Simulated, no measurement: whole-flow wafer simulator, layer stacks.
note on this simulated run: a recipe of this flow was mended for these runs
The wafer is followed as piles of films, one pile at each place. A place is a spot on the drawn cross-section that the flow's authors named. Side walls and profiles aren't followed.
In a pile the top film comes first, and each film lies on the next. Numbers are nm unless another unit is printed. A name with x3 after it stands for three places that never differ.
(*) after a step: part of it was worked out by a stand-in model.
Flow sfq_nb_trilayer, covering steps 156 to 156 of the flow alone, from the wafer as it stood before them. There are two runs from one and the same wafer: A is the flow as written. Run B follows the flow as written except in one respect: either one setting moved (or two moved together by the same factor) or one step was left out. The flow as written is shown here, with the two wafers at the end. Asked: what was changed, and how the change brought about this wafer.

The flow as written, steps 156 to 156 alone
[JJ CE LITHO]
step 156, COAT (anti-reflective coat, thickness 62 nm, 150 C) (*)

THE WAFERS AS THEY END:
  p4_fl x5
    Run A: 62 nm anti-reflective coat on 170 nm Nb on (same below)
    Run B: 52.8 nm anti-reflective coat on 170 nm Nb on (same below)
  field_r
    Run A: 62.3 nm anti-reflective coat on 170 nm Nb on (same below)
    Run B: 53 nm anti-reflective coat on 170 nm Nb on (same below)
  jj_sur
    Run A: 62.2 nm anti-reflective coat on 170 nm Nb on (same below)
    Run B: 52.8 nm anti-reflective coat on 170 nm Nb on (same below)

What caused this: step 156, COAT: thickness 52.8 nm was run, though the flow has thickness 62 nm.
One can read it off the wafer: p4_fl x5 has anti-reflective coat 52.8, and step 156 as written asks for 62 nm.

Step by step, how the change led to this:
  step 156, COAT (anti-reflective coat, thickness 62 nm, 150 C) (*)
      p4_fl x5, p4_w1 x9, p3_s0 x42, wl_j_sl x15, wl_d_m1, l0r_line_l x3, m0r_space_l x2: A +62 anti-reflective coat (new film) | B +52.8 anti-reflective coat (new film)
      field_r, lsp_l, ln_m5, lsp_m, ln_m6, lsp_r: A +62.3 anti-reflective coat (new film) | B +53 anti-reflective coat (new film)
      (and at 21 other places as well)
